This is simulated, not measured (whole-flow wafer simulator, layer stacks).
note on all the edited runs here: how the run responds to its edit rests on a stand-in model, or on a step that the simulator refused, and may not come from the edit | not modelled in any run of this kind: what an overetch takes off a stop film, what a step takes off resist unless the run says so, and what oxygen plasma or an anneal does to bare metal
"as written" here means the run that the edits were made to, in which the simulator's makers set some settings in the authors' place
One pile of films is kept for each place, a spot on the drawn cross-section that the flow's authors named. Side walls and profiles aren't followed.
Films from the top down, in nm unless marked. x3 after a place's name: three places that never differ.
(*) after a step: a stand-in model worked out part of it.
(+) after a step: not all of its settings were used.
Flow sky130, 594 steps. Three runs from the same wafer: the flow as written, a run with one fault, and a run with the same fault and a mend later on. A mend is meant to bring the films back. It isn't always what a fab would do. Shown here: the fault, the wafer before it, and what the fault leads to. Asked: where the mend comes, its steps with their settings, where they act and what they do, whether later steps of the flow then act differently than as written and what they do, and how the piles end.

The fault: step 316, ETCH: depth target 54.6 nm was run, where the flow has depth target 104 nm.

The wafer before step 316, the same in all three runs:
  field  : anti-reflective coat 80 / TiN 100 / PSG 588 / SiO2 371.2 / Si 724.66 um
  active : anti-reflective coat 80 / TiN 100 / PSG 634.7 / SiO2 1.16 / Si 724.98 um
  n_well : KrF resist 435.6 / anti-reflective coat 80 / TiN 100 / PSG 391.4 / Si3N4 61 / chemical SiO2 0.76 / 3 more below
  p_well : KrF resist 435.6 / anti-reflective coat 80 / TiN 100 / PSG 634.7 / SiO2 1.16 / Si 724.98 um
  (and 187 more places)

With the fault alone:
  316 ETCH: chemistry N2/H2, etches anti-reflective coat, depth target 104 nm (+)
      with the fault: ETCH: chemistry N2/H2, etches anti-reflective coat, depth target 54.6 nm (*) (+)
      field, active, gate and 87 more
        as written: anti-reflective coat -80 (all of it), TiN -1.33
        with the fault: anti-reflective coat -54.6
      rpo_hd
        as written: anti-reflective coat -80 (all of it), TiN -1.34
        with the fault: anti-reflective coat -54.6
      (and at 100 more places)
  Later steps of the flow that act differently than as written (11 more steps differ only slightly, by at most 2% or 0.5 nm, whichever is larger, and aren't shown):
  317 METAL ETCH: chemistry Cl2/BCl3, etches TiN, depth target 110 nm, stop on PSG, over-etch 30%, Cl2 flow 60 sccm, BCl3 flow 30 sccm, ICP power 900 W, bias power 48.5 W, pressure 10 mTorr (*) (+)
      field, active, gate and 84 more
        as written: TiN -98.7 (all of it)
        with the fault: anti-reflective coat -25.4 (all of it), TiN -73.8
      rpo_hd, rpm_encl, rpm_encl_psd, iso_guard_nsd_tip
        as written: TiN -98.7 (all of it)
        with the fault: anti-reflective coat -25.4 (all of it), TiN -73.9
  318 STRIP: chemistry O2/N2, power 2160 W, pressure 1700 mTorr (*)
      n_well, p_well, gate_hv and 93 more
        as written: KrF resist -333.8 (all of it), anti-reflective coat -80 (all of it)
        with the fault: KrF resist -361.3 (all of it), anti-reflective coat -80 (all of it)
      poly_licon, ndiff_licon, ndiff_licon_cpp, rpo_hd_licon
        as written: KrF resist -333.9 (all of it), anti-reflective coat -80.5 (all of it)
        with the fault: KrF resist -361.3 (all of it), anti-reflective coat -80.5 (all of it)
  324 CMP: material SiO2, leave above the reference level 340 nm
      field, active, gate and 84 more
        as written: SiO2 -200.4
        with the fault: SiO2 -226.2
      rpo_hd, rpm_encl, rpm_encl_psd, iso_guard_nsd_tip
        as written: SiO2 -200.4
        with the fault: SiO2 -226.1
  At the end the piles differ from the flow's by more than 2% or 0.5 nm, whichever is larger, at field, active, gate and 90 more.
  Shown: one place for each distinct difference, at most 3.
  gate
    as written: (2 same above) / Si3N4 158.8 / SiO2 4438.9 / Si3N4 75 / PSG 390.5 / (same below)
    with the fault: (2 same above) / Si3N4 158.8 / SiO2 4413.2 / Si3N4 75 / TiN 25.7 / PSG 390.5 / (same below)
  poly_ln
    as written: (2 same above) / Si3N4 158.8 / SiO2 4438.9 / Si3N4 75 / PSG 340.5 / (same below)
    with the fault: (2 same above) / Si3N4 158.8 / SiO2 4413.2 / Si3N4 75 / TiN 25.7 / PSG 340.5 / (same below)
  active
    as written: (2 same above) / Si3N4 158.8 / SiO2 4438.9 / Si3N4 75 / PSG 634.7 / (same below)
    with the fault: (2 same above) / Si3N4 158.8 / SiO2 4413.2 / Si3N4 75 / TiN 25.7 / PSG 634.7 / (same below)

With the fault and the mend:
  The mend comes after step 316.
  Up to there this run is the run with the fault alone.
  316a ETCH: chemistry N2/H2, etches anti-reflective coat, depth target 49.4 nm (*) (+) (the flow's step 316 once more, with other settings)
      n_well, p_well, gate_hv and 97 more
        KrF resist -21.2
      field, active, gate and 88 more
        anti-reflective coat -25.4 (all of it), TiN -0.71
  No later step of the flow acts differently than as written, at any place that is followed, by more than 2% or 0.5 nm, whichever is larger.
  At the end the piles are the same as the flow's at every place that both follow.
